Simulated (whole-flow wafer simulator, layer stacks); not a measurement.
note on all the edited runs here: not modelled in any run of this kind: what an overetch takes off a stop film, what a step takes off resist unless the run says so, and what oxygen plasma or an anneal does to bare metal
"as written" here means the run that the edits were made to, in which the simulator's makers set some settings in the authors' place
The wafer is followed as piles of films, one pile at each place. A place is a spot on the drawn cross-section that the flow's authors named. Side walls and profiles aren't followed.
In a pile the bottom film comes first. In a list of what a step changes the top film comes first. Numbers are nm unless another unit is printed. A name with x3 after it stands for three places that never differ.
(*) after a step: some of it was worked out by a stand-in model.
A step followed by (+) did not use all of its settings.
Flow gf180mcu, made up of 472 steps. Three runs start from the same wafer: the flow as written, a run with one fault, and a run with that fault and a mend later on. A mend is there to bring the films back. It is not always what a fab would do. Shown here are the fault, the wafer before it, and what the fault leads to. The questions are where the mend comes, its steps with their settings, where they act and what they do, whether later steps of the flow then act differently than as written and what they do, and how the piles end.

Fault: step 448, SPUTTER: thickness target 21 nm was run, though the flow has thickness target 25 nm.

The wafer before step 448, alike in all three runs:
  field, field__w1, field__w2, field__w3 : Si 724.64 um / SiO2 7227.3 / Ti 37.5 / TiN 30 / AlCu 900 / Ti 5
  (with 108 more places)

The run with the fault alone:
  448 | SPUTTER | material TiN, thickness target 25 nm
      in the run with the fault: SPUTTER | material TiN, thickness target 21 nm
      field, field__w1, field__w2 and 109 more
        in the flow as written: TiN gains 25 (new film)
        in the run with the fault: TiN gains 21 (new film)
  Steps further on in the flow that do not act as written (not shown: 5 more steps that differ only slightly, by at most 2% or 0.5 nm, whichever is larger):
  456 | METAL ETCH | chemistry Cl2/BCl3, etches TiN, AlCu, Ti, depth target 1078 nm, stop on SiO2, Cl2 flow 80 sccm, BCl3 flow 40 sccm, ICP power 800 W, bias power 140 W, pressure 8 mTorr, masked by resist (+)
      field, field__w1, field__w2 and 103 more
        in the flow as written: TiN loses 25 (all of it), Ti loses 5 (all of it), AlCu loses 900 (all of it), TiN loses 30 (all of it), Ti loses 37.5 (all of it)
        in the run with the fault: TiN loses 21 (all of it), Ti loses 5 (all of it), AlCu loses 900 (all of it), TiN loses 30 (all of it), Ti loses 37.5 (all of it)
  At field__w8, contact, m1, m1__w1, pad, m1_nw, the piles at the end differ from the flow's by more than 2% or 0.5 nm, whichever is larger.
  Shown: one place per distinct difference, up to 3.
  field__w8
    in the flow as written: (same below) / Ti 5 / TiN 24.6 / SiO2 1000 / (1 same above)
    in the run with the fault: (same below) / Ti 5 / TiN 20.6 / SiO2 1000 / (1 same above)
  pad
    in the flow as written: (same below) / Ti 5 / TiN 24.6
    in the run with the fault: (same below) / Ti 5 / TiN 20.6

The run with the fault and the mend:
  The mend stands after step 455.
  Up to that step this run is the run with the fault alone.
  455a | STRIP | chemistry O2/N2, power 2160 W, pressure 1700 mTorr (*)
      field__w8, contact, m1, m1__w1, pad, m1_nw
        resist loses 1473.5 (all of it)
  455b | SPUTTER | material TiN, thickness target 4 nm (the flow's step 448, run once more with other settings)
      field, field__w1, field__w2 and 109 more
        TiN gains 4
  455c | HMDS | 120 C, 60 s (the flow's step 450, run once more)
      does not change any film at any place that is followed
  455d | COAT | resist, thickness 1500 nm (the flow's step 451, run once more)
      field, field__w1, field__w2 and 109 more
        resist gains 1500 (new film)
  455e | SOFTBAKE | resist (the flow's step 452, run once more)
      does not change any film at any place that is followed
  455f | EXPOSE | photomask MetalTop (the flow's step 453, run once more)
      does not change any film at any place that is followed
  455g | PEB | resist, 70.3 s (the flow's step 454, run once more)
      field, field__w1, field__w2 and 109 more
        resist loses 26.5
  455h | DEVELOP | thickness 1500 nm, 60 s (the flow's step 455, run once more)
      field, field__w1, field__w2 and 103 more
        resist loses 1473.5 (all of it)
  Later steps of the flow that are run all act as written at every place that is followed.
  The piles end the same as the flow's at every place that both follow.
